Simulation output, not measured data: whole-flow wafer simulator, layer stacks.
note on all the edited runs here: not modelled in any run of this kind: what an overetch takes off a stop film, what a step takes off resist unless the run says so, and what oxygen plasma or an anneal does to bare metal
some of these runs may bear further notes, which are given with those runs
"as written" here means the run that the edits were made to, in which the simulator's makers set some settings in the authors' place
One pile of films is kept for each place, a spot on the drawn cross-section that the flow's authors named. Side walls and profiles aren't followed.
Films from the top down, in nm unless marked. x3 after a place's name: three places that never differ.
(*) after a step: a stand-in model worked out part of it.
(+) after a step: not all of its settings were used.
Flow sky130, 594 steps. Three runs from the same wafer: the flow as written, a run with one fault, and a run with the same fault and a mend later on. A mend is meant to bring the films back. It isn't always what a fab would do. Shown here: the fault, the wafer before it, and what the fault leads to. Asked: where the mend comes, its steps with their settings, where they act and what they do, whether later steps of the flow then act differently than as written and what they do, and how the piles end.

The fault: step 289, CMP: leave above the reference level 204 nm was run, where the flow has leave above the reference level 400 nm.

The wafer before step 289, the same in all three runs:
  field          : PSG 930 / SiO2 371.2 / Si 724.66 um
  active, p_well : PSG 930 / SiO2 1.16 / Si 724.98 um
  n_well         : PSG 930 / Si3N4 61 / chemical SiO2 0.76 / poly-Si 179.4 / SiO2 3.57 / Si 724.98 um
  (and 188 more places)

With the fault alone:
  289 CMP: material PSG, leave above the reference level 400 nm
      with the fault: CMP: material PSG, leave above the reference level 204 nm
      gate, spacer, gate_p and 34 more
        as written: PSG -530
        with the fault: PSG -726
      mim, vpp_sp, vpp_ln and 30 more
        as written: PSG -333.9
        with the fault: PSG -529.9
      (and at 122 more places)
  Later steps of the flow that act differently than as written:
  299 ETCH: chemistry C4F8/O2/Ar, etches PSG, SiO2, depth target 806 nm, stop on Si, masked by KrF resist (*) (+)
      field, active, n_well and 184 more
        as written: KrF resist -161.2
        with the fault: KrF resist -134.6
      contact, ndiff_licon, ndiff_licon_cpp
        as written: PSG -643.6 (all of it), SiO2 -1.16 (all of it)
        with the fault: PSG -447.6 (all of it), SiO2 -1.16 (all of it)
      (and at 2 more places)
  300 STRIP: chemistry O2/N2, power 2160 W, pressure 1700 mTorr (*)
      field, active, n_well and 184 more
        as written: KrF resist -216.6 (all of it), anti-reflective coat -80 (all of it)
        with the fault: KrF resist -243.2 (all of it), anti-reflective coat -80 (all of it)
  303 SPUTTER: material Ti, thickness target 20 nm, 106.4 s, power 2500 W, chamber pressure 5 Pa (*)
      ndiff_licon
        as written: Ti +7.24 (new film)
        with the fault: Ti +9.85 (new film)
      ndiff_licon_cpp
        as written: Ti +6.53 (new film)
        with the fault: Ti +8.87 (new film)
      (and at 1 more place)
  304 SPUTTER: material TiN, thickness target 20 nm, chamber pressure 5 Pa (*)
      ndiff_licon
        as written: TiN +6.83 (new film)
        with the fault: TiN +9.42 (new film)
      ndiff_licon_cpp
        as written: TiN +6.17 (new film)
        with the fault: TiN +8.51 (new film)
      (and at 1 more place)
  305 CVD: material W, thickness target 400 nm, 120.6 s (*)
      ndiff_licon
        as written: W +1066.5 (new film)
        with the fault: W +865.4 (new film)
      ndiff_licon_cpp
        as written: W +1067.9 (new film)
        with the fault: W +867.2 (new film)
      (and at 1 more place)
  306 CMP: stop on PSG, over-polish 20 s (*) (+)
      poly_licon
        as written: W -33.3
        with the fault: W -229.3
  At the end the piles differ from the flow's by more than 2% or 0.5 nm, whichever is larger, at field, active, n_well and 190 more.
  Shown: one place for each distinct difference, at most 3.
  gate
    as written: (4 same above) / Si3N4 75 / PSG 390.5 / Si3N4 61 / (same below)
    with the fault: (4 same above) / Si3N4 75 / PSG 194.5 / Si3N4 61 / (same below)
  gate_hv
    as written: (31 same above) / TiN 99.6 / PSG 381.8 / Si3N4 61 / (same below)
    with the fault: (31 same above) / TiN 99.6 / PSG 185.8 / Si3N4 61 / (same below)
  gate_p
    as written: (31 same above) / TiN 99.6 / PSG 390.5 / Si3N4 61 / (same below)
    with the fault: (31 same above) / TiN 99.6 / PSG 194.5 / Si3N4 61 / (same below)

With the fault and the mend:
  The mend comes after step 289.
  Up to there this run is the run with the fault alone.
  289a HDPCVD: material PSG, thickness target 196 nm (*) (the flow's step 288 once more, with other settings)
      field, active, n_well and 189 more
        PSG +196
  No later step of the flow acts differently than as written, at any place that is followed, by more than 2% or 0.5 nm, whichever is larger.
  At the end the piles differ from the flow's only slightly at the places that both follow, by at most 2% or 0.5 nm, whichever is larger.
